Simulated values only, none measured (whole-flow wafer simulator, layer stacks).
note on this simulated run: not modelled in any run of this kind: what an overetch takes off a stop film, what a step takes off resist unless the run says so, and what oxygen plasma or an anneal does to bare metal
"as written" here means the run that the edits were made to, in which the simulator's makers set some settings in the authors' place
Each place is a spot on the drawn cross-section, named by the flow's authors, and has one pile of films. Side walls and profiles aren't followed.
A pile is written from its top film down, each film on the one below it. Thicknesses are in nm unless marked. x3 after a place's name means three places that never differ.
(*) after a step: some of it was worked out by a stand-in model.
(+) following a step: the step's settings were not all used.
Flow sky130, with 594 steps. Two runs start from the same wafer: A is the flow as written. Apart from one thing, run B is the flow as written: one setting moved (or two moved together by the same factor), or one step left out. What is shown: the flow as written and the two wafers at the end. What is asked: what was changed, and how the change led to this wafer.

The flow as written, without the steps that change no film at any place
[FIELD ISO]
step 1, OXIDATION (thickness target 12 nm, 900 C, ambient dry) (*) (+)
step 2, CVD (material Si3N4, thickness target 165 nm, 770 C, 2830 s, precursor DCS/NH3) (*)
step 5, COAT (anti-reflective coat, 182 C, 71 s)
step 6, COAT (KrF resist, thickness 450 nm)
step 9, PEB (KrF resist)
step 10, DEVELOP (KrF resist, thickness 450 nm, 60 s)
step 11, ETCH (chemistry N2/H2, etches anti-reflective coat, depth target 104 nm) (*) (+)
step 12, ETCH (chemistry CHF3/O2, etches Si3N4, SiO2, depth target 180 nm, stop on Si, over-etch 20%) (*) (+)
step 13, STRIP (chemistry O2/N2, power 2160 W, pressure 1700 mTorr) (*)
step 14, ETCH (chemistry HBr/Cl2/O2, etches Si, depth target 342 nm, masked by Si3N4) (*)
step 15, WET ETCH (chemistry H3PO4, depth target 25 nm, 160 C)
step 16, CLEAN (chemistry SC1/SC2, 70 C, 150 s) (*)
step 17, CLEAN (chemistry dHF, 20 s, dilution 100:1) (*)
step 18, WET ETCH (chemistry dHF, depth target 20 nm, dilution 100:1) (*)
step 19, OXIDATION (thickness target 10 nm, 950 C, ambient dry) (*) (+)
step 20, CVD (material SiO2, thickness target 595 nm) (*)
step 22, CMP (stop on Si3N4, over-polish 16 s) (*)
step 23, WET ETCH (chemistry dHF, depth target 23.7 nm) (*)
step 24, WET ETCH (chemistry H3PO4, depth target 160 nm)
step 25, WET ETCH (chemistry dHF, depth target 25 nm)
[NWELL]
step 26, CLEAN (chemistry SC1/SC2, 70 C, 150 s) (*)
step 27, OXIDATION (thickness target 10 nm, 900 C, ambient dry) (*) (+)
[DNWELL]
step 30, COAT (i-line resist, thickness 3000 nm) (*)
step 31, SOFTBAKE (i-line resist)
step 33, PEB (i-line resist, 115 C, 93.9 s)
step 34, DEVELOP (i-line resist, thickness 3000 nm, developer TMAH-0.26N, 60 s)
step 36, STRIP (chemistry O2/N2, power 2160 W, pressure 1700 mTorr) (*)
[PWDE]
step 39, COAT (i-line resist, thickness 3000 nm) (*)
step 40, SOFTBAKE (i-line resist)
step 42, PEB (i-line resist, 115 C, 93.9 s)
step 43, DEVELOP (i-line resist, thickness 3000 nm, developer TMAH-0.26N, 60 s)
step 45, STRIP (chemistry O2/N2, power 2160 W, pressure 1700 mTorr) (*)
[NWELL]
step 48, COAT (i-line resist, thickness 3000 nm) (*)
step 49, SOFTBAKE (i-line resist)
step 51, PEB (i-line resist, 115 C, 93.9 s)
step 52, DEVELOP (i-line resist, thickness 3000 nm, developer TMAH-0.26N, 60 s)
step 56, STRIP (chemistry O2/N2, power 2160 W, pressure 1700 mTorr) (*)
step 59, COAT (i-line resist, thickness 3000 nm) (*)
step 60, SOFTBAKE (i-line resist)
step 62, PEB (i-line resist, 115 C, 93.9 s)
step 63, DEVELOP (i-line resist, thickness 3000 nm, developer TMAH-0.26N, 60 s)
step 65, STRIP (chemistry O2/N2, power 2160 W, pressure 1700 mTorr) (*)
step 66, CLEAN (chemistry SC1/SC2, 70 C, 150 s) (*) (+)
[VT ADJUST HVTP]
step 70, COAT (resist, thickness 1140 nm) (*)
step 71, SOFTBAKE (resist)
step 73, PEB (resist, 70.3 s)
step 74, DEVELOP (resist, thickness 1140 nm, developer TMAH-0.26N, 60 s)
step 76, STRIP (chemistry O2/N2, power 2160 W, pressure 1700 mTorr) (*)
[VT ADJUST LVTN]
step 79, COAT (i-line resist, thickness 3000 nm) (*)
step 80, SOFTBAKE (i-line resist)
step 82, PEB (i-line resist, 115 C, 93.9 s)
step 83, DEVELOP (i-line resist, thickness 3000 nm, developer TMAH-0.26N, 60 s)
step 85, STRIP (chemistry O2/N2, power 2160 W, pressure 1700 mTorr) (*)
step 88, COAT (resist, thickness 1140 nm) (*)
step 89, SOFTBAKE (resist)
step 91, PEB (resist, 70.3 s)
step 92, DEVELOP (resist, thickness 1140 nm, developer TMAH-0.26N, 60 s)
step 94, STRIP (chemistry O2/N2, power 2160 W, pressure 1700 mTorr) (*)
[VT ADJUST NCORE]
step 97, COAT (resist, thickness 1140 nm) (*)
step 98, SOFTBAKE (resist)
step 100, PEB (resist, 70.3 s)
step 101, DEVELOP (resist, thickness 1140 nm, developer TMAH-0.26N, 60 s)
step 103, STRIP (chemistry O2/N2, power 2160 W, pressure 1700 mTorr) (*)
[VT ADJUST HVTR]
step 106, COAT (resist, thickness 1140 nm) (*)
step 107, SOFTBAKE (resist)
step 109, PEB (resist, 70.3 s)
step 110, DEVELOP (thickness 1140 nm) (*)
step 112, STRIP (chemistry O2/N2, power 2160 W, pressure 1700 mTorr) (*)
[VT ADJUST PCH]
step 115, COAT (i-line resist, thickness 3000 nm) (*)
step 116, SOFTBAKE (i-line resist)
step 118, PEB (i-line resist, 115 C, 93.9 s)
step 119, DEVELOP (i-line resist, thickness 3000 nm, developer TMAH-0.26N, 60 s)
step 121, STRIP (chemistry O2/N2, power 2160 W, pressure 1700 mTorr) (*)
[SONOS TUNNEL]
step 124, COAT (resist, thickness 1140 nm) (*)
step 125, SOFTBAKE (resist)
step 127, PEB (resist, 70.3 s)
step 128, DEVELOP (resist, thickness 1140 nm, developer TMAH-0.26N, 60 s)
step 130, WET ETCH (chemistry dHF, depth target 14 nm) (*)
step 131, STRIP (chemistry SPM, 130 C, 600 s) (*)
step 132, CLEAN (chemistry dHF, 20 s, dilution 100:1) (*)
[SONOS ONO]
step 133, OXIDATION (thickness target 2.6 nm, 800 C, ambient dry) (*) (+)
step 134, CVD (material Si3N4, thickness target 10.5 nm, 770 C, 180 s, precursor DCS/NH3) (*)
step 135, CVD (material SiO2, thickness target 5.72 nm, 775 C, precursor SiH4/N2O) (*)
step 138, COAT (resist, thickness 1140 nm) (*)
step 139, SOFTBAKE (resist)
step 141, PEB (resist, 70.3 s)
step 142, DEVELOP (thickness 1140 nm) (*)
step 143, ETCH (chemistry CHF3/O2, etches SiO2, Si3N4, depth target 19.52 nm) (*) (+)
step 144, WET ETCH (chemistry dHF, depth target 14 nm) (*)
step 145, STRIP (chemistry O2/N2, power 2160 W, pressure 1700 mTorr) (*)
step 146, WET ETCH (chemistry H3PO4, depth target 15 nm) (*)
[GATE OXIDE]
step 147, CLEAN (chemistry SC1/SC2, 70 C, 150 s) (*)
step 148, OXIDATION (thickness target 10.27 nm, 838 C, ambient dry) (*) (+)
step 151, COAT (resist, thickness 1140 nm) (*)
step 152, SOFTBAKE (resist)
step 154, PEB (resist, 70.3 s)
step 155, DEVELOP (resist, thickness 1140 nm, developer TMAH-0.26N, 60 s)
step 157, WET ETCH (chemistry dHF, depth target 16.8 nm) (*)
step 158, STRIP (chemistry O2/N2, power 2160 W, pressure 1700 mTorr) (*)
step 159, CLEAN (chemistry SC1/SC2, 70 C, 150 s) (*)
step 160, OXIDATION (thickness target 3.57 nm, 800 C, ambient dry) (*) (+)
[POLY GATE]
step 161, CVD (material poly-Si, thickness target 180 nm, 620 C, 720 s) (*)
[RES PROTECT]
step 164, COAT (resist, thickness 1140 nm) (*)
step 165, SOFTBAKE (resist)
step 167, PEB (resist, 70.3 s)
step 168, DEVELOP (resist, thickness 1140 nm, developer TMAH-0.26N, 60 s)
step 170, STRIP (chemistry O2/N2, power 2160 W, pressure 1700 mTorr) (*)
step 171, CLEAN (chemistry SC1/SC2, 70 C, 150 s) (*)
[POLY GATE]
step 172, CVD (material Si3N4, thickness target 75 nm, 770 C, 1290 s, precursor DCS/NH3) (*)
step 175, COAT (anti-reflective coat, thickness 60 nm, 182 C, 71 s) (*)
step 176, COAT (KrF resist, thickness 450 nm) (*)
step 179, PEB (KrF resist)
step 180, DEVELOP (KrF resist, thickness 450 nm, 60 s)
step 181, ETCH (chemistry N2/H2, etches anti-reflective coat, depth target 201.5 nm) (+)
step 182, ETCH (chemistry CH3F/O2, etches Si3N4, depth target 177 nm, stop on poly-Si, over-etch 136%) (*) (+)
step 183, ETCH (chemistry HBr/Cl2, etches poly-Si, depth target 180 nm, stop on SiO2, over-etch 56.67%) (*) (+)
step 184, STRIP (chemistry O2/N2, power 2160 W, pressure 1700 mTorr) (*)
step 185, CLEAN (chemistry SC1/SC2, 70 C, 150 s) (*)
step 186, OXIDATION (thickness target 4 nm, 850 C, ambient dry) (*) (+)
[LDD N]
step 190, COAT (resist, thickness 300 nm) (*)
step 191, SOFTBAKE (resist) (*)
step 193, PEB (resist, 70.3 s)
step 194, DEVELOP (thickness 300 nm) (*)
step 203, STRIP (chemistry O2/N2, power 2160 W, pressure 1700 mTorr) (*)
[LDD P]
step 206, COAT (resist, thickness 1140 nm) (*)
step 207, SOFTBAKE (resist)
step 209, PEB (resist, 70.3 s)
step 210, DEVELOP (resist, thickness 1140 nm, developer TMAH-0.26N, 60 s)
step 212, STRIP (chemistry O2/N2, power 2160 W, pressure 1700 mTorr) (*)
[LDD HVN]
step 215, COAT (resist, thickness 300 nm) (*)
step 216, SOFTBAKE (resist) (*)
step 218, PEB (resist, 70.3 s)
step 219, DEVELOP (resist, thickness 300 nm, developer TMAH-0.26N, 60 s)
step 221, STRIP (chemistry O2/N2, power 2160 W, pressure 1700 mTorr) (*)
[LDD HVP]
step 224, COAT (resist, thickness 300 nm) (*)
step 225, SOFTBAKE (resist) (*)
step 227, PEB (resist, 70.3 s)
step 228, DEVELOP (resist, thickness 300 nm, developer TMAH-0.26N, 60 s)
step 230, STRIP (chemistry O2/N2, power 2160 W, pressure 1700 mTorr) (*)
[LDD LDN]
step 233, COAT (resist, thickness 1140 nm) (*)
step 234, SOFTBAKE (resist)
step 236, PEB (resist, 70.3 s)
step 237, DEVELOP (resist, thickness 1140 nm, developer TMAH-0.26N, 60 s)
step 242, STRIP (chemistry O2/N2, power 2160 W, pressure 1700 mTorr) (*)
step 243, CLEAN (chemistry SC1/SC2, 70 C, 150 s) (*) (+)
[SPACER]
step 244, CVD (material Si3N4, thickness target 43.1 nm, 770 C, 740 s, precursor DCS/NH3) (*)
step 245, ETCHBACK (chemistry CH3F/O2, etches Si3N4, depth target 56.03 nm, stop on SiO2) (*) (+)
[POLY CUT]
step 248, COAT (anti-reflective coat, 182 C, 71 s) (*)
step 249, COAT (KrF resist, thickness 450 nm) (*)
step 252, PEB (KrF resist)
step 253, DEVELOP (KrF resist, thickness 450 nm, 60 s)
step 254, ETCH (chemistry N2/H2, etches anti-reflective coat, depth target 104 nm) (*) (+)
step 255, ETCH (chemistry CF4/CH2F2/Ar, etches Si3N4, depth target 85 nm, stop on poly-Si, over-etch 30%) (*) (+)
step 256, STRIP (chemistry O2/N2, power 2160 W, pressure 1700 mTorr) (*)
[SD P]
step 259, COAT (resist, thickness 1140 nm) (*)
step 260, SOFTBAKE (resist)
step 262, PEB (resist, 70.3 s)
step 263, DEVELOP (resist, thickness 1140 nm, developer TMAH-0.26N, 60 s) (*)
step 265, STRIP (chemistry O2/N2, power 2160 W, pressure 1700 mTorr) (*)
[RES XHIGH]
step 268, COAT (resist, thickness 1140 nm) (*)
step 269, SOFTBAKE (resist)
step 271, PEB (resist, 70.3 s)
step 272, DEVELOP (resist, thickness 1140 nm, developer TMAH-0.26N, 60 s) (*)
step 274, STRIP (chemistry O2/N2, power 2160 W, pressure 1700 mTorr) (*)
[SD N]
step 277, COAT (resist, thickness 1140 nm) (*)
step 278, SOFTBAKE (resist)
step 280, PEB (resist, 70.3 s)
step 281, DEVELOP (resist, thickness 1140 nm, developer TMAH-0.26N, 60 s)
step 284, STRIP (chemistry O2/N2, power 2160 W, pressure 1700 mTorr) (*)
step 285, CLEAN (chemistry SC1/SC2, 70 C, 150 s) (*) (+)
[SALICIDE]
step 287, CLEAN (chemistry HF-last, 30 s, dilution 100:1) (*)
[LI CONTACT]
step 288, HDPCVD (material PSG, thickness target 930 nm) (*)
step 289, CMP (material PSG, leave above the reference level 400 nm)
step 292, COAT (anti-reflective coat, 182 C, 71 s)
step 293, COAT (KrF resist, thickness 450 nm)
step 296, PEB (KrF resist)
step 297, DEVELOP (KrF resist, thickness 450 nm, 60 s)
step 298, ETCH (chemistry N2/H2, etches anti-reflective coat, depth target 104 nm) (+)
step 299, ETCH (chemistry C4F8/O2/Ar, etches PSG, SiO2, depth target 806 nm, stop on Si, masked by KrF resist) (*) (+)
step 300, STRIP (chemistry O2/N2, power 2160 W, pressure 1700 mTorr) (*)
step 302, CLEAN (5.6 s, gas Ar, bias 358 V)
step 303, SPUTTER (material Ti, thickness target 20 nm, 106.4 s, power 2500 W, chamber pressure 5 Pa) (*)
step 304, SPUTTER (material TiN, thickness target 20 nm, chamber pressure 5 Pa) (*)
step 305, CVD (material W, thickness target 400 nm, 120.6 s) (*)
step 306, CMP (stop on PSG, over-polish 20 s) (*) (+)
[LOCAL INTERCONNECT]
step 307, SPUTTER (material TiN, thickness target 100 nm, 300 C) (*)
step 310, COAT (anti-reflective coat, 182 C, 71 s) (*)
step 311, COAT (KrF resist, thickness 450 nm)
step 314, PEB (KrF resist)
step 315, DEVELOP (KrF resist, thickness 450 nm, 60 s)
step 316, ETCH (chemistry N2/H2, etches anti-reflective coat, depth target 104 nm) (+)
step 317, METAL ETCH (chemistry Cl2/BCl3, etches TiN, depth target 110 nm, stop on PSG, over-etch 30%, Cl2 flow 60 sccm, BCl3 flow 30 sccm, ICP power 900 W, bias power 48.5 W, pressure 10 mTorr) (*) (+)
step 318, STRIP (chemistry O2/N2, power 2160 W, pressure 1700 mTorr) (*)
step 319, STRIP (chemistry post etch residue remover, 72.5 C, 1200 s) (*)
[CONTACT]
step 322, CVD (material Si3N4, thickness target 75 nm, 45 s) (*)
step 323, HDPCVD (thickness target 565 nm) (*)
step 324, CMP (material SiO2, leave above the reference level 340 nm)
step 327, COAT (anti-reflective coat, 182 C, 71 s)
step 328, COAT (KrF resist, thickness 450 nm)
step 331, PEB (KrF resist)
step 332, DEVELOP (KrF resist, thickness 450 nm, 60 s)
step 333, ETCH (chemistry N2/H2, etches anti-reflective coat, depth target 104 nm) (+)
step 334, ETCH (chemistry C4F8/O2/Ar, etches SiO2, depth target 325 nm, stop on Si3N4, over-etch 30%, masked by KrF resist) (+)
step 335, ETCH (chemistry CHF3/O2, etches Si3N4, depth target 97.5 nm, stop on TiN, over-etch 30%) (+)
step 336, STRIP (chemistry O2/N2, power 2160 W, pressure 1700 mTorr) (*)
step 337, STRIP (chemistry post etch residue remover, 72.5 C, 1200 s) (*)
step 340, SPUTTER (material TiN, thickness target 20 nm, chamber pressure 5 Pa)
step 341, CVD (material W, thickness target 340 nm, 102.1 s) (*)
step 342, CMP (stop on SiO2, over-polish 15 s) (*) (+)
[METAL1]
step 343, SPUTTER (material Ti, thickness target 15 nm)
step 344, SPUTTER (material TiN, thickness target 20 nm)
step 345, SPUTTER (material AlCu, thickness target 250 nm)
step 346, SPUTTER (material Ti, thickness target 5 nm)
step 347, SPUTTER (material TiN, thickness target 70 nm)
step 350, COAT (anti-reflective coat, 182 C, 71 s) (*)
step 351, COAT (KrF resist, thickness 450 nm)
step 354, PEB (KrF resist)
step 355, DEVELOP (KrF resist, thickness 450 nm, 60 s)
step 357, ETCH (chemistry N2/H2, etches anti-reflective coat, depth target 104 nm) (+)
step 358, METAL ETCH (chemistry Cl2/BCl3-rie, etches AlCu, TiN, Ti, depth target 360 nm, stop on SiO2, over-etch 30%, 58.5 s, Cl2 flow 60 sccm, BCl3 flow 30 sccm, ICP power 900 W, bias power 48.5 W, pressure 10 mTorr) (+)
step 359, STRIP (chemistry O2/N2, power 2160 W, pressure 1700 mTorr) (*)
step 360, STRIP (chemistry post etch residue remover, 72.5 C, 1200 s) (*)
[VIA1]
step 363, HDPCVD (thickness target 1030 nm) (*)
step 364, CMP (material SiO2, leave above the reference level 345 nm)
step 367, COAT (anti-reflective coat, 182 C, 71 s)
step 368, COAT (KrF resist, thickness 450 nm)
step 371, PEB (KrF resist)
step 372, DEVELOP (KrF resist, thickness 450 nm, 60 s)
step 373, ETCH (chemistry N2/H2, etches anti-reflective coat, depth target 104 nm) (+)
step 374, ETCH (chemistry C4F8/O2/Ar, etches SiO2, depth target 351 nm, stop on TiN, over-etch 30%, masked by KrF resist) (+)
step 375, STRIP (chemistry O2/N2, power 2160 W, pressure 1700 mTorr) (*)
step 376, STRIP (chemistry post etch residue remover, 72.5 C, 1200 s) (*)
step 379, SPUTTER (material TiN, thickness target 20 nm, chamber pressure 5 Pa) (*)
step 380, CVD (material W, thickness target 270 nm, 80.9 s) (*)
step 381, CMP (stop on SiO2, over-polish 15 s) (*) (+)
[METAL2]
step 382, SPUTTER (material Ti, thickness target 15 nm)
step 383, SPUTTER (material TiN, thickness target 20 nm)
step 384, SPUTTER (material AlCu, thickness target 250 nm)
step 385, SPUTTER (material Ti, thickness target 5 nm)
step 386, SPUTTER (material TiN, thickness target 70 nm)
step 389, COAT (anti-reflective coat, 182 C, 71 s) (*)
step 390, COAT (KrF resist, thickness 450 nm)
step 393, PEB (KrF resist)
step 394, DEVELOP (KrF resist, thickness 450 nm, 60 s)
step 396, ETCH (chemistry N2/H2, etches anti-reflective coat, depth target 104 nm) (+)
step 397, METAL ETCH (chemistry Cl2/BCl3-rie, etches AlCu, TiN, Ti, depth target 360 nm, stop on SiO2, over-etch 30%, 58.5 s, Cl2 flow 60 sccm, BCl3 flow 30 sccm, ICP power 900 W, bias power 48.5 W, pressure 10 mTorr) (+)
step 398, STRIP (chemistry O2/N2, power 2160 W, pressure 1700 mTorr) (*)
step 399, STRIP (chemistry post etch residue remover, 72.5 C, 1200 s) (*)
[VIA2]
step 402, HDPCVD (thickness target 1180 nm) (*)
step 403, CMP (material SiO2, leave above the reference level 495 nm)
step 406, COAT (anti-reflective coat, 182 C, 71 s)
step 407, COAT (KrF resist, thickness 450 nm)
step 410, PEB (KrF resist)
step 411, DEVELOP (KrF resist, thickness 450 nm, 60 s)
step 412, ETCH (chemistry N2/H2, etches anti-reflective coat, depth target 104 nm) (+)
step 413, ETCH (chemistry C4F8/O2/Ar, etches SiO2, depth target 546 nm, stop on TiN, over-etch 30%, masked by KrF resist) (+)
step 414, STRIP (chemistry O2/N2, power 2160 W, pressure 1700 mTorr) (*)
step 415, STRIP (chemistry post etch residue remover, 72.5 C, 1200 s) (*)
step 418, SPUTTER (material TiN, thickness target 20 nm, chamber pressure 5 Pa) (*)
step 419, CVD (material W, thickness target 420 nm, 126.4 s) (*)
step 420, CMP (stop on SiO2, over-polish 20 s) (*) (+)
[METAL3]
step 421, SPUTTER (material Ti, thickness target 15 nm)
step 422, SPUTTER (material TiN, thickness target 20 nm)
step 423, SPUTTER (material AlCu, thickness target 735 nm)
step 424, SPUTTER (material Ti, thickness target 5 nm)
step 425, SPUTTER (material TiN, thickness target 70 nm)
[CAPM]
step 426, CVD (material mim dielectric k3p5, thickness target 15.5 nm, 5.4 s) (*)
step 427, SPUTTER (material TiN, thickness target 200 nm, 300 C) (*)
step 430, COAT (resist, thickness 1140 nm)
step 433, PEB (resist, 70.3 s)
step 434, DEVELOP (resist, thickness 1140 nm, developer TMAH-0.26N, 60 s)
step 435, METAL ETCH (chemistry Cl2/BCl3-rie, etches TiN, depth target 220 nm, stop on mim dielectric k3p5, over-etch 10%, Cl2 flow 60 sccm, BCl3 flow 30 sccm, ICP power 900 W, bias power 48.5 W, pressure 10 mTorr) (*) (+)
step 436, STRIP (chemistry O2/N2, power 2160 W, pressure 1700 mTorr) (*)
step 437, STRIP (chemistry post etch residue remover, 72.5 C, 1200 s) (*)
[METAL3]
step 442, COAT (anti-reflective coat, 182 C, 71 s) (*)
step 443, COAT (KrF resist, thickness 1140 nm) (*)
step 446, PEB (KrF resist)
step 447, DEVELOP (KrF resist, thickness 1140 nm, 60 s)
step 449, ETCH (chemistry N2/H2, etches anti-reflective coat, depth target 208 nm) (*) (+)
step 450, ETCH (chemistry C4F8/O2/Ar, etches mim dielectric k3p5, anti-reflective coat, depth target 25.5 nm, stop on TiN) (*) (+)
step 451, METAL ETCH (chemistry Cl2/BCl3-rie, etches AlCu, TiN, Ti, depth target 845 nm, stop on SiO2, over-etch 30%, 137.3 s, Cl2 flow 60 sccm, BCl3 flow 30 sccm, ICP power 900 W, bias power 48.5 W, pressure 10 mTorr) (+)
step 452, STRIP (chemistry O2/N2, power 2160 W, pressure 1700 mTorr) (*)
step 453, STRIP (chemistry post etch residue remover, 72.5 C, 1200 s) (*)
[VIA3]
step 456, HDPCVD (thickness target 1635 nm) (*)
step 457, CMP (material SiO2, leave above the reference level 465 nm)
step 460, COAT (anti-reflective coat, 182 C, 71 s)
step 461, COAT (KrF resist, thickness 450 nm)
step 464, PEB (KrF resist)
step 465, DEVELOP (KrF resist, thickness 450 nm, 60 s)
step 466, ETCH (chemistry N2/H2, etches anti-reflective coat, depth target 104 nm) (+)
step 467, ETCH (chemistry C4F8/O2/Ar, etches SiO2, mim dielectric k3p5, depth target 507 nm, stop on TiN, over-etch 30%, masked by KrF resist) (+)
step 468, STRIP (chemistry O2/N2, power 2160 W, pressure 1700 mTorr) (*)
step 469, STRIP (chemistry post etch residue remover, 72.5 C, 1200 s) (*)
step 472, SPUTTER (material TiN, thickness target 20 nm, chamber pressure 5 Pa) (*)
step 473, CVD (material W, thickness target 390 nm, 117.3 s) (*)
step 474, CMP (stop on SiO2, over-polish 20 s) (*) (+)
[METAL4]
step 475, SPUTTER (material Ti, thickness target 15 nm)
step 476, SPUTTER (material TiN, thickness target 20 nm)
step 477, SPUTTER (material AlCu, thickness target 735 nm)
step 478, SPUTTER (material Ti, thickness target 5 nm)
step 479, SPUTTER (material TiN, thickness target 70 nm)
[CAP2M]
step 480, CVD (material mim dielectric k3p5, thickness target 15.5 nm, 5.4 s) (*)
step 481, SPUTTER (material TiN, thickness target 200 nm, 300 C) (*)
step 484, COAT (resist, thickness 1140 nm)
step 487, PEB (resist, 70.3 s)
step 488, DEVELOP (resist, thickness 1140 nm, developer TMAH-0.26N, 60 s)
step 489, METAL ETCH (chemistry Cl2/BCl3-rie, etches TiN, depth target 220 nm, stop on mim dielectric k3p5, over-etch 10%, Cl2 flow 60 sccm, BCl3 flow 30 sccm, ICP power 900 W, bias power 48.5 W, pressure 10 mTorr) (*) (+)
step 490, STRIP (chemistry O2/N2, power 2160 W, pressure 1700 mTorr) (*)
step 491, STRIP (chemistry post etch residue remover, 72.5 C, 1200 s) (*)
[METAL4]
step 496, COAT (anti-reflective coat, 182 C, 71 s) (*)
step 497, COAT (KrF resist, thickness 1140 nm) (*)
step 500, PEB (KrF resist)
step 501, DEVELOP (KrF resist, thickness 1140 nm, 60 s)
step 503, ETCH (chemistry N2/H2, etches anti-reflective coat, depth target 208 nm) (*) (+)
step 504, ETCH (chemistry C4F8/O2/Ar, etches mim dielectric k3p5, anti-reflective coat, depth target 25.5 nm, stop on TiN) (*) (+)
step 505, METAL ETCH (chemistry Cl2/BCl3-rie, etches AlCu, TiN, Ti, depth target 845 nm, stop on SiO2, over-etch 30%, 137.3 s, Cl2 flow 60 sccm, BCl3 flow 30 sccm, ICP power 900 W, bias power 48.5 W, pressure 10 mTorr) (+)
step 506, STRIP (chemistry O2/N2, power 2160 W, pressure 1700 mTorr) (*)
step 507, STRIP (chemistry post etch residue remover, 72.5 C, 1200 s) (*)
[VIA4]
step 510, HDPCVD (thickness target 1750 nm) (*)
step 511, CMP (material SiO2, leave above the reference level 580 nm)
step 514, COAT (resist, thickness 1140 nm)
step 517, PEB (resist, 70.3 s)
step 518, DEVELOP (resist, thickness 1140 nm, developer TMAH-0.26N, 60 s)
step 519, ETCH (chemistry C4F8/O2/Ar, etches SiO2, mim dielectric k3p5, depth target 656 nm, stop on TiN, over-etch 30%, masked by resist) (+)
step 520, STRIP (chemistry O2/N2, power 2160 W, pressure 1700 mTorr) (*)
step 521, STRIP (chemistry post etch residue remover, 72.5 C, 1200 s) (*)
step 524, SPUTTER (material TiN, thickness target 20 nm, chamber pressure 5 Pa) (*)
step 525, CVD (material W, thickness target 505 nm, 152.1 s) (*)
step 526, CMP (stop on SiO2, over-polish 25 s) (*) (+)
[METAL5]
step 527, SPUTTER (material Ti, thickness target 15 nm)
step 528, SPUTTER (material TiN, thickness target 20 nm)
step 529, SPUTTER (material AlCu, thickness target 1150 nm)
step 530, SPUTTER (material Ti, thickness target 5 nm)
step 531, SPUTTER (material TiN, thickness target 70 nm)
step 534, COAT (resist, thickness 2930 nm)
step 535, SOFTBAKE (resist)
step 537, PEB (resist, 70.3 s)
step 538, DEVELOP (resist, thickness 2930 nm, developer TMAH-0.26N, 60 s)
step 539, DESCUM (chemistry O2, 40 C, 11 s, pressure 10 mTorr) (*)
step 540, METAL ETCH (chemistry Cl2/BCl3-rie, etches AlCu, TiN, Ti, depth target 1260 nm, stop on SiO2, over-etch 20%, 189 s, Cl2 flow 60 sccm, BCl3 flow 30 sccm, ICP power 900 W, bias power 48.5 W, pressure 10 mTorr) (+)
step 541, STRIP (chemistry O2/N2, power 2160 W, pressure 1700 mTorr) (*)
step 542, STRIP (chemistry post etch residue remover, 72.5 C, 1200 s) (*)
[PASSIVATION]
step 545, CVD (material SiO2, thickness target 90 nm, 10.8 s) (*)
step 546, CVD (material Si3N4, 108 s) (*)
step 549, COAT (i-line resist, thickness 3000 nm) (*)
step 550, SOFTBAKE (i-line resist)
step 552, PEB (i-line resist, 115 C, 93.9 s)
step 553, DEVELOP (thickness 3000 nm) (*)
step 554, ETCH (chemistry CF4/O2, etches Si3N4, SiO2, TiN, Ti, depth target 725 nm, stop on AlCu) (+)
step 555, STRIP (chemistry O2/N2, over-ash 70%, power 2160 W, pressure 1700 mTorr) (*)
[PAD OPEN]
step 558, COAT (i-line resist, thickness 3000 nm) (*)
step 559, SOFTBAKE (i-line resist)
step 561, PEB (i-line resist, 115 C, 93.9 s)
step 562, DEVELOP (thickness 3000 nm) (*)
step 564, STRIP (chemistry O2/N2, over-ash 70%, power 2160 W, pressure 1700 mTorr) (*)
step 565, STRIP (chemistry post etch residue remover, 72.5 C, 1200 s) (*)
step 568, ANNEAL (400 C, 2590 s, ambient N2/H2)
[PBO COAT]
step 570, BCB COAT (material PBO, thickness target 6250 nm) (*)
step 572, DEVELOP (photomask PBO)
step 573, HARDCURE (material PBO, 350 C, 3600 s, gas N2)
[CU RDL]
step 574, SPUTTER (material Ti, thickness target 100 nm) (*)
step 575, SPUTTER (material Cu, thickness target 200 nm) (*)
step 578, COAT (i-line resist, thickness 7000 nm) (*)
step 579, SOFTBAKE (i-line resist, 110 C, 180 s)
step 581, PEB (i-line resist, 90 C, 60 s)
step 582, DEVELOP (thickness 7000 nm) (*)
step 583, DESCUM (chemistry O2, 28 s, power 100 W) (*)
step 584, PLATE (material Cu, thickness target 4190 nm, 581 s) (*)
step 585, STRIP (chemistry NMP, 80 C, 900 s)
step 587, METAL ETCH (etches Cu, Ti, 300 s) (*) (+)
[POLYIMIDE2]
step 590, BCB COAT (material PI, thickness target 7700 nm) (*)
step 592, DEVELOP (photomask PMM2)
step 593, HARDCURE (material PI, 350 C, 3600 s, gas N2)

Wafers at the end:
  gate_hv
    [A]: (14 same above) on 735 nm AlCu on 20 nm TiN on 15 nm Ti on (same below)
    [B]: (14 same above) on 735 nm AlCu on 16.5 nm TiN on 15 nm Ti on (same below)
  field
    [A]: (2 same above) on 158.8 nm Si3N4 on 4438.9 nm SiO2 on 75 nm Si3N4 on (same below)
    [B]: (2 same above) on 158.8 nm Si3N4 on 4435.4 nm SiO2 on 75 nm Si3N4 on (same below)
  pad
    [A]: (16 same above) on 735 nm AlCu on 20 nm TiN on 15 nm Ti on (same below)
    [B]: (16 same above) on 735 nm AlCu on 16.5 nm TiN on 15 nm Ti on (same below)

The reason: step 422, SPUTTER: thickness target 16.5 nm was run, whereas the flow has thickness target 20 nm.
The wafer itself shows it: gate_hv has TiN 16.5, and step 422 as written asks for 20 nm.

How this came from the change, step by step:
  step 422, SPUTTER (material TiN, thickness target 20 nm)
      field, active, n_well and 188 more: A TiN gains 20 (new film) | B TiN gains 16.5 (new film)
  step 451, METAL ETCH (chemistry Cl2/BCl3-rie, etches AlCu, TiN, Ti, depth target 845 nm, stop on SiO2, over-etch 30%, 137.3 s, Cl2 flow 60 sccm, BCl3 flow 30 sccm, ICP power 900 W, bias power 48.5 W, pressure 10 mTorr) (+)
      field, gate, spacer and 68 more: A TiN loses 70 (all of it), Ti loses 5 (all of it), AlCu loses 735 (all of it), TiN loses 20 (all of it), Ti loses 15 (all of it), SiO2 loses 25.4 | B TiN loses 70 (all of it), Ti loses 5 (all of it), AlCu loses 735 (all of it), TiN loses 16.5 (all of it), Ti loses 15 (all of it), SiO2 loses 25.7
      active, vpp_ln, vpp_iso2 and 11 more: A TiN loses 70 (all of it), Ti loses 5 (all of it), AlCu loses 735 (all of it), TiN loses 20 (all of it), Ti loses 15 (all of it), SiO2 loses 25.3 | B TiN loses 70 (all of it), Ti loses 5 (all of it), AlCu loses 735 (all of it), TiN loses 16.5 (all of it), Ti loses 15 (all of it), SiO2 loses 25.7
